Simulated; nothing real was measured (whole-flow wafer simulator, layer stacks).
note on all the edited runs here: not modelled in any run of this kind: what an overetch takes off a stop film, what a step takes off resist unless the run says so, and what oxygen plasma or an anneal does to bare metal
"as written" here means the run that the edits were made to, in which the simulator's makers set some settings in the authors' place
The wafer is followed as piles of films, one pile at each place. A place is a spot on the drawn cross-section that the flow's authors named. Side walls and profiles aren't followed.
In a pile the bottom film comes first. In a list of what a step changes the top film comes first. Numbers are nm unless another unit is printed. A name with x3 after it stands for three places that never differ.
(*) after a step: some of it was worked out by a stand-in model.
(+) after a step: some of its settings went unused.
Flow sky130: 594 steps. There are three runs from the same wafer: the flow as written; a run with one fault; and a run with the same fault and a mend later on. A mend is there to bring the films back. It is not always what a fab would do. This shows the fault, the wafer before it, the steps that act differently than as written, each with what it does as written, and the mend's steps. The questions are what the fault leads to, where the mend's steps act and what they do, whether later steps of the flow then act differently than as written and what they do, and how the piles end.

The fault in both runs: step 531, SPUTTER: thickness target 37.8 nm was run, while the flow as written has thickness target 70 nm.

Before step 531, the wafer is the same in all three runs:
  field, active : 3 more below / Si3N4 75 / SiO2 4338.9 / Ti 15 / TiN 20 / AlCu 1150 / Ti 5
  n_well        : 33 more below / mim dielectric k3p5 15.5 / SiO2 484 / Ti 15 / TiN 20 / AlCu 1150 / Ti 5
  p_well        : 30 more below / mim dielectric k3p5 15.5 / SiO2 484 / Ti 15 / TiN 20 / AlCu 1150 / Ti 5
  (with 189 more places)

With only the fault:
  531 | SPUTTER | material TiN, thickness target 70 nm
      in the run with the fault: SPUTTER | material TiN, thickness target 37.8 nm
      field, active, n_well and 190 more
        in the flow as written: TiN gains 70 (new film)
        in the run with the fault: TiN gains 37.8 (new film)
  Steps later in the flow that act otherwise than as written (17 other steps are not shown; they differ only slightly, by no more than 2% or 0.5 nm, whichever is larger):
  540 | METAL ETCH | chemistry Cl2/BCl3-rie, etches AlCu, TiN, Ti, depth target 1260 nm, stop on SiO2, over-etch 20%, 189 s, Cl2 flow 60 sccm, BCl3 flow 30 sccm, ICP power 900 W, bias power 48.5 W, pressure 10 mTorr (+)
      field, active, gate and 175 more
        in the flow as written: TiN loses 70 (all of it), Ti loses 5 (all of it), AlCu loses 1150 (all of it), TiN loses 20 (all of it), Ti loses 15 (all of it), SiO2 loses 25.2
        in the run with the fault: TiN loses 37.8 (all of it), Ti loses 5 (all of it), AlCu loses 1150 (all of it), TiN loses 20 (all of it), Ti loses 15 (all of it), SiO2 loses 28.4
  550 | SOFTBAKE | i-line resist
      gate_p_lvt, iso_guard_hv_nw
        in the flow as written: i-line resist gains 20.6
        in the run with the fault: i-line resist gains 20
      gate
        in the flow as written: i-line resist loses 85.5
        in the run with the fault: i-line resist loses 82.3
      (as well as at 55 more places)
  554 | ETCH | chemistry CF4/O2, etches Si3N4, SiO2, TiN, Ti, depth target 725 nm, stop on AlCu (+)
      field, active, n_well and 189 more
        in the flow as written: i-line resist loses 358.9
        in the run with the fault: i-line resist loses 326.7
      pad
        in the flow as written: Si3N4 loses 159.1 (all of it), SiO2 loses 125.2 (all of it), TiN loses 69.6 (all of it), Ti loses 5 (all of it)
        in the run with the fault: Si3N4 loses 159.1 (all of it), SiO2 loses 125.2 (all of it), TiN loses 37.4 (all of it), Ti loses 5 (all of it)
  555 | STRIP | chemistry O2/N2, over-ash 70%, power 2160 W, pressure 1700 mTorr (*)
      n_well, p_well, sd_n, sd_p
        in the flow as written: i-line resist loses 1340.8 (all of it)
        in the run with the fault: i-line resist loses 1401.3 (all of it)
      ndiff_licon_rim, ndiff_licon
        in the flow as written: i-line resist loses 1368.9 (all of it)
        in the run with the fault: i-line resist loses 1428.6 (all of it)
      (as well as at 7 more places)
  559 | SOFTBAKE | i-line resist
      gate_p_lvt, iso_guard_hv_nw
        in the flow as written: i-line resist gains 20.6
        in the run with the fault: i-line resist gains 20
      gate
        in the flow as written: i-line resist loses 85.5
        in the run with the fault: i-line resist loses 82.3
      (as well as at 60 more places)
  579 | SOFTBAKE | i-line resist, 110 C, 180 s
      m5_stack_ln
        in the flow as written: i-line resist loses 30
        in the run with the fault: i-line resist loses 29.2
  The piles end different from the flow's at n_well, p_well, sd_n and 11 more by more than 2% or 0.5 nm, whichever is larger.
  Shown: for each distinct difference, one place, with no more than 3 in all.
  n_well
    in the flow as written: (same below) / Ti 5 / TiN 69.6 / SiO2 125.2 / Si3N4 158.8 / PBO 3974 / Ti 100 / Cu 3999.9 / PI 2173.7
    in the run with the fault: (same below) / Ti 5 / TiN 37.4 / SiO2 125.2 / Si3N4 158.8 / PBO 3997.2 / Ti 100 / Cu 3999.9 / PI 2177.5
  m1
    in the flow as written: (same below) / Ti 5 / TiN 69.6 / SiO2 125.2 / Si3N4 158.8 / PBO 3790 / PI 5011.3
    in the run with the fault: (same below) / Ti 5 / TiN 37.4 / SiO2 125.2 / Si3N4 158.8 / PBO 3816.8 / PI 5012.9
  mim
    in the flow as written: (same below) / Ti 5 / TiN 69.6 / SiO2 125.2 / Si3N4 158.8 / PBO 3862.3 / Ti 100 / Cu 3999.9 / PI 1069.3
    in the run with the fault: (same below) / Ti 5 / TiN 37.4 / SiO2 125.2 / Si3N4 158.8 / PBO 3887.2 / Ti 100 / Cu 3999.9 / PI 1072.2

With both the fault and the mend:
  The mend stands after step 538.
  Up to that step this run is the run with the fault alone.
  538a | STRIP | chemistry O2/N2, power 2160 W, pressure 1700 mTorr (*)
      n_well, p_well, sd_n and 9 more
        resist loses 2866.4 (all of it)
      m1, via4_hole
        resist loses 2868.5 (all of it)
      via4_enc
        resist loses 2866.3 (all of it)
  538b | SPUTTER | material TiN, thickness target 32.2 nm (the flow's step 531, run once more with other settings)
      field, active, n_well and 190 more
        TiN gains 32.2
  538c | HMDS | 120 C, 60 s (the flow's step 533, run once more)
      leaves every film unchanged at each place that is followed
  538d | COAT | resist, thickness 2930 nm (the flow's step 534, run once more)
      n_well, p_well, gate_hv and 172 more
        resist gains 2930 (new film)
      field, active, gate and 13 more
        resist gains 2929.9 (new film)
      m1, via4_hole
        resist gains 2932.1 (new film)
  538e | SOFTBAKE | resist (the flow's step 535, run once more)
      field, active, gate, spacer, m1, sonos_cell, sonos_guard, sonos_guard_hv
        resist gains 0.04
      nwell_res
        resist gains 0.03
      pplus_nw
        resist gains 0.02
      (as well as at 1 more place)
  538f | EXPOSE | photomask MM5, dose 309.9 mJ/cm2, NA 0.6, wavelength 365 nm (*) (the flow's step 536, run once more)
      leaves every film unchanged at each place that is followed
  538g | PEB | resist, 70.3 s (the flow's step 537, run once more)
      field, active, n_well and 188 more
        resist loses 63.6
      m1, via4_hole
        resist loses 63.7
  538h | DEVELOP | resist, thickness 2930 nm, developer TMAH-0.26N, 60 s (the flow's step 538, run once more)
      field, active, gate and 168 more
        resist loses 2866.4 (all of it)
      via1_hole, via1_enc, via2_hole, via2_enc, via3_hole, via3_enc, via_li1
        resist loses 2866.3 (all of it)
  Later steps of the flow that are run all act as written at every place that is followed.
  At every place that both follow, the piles at the end match the flow's.
